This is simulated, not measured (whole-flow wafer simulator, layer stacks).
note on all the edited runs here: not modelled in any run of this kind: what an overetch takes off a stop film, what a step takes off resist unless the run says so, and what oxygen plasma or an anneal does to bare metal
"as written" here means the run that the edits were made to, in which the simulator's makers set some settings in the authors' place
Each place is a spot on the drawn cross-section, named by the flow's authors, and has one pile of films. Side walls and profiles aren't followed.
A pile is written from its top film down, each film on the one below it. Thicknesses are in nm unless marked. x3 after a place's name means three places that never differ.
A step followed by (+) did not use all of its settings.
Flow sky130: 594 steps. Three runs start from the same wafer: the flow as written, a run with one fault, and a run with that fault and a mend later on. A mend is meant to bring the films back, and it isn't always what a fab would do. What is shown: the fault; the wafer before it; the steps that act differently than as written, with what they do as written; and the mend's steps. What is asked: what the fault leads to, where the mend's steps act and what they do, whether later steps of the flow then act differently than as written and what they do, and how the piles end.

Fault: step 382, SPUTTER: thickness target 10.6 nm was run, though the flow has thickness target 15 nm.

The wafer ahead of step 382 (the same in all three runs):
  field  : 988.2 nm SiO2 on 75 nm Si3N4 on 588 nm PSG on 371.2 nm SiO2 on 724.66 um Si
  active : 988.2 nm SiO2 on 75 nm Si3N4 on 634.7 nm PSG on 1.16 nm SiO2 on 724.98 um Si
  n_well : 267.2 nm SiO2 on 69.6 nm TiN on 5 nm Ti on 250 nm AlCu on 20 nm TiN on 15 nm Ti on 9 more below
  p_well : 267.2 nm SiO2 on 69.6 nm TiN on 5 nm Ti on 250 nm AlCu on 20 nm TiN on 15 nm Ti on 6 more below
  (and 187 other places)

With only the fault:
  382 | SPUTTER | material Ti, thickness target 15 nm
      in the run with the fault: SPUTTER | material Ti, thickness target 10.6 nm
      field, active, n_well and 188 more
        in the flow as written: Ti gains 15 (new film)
        in the run with the fault: Ti gains 10.6 (new film)
  Steps later in the flow that act otherwise than as written (16 more steps, not shown, differ only slightly: by at most 2% or 0.5 nm, whichever is larger):
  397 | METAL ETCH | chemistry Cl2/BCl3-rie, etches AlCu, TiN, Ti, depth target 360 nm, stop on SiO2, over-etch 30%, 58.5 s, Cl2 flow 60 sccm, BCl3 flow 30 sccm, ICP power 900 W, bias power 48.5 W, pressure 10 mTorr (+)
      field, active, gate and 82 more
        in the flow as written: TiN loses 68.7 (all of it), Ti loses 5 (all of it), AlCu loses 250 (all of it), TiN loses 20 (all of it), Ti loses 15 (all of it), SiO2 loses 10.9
        in the run with the fault: TiN loses 68.7 (all of it), Ti loses 5 (all of it), AlCu loses 250 (all of it), TiN loses 20 (all of it), Ti loses 10.6 (all of it), SiO2 loses 11.4
  At n_well, p_well, gate_hv and 103 more, the piles at the end differ from the flow's by more than 2% or 0.5 nm, whichever is larger.
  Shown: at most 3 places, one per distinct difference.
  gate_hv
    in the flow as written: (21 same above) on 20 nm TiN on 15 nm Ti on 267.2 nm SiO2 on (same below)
    in the run with the fault: (21 same above) on 20 nm TiN on 10.6 nm Ti on 267.2 nm SiO2 on (same below)
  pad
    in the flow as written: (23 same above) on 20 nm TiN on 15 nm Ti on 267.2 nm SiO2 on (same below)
    in the run with the fault: (23 same above) on 20 nm TiN on 10.6 nm Ti on 267.2 nm SiO2 on (same below)
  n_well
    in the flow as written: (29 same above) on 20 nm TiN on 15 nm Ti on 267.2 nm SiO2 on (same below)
    in the run with the fault: (29 same above) on 20 nm TiN on 10.6 nm Ti on 267.2 nm SiO2 on (same below)

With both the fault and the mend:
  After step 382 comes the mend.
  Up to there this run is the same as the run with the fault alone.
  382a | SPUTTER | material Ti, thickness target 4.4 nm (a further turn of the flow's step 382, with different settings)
      field, active, n_well and 188 more
        Ti gains 4.4
  None of the later steps of the flow acts differently than as written at any place that is followed.
  The piles end the same as the flow's at every place that both follow.
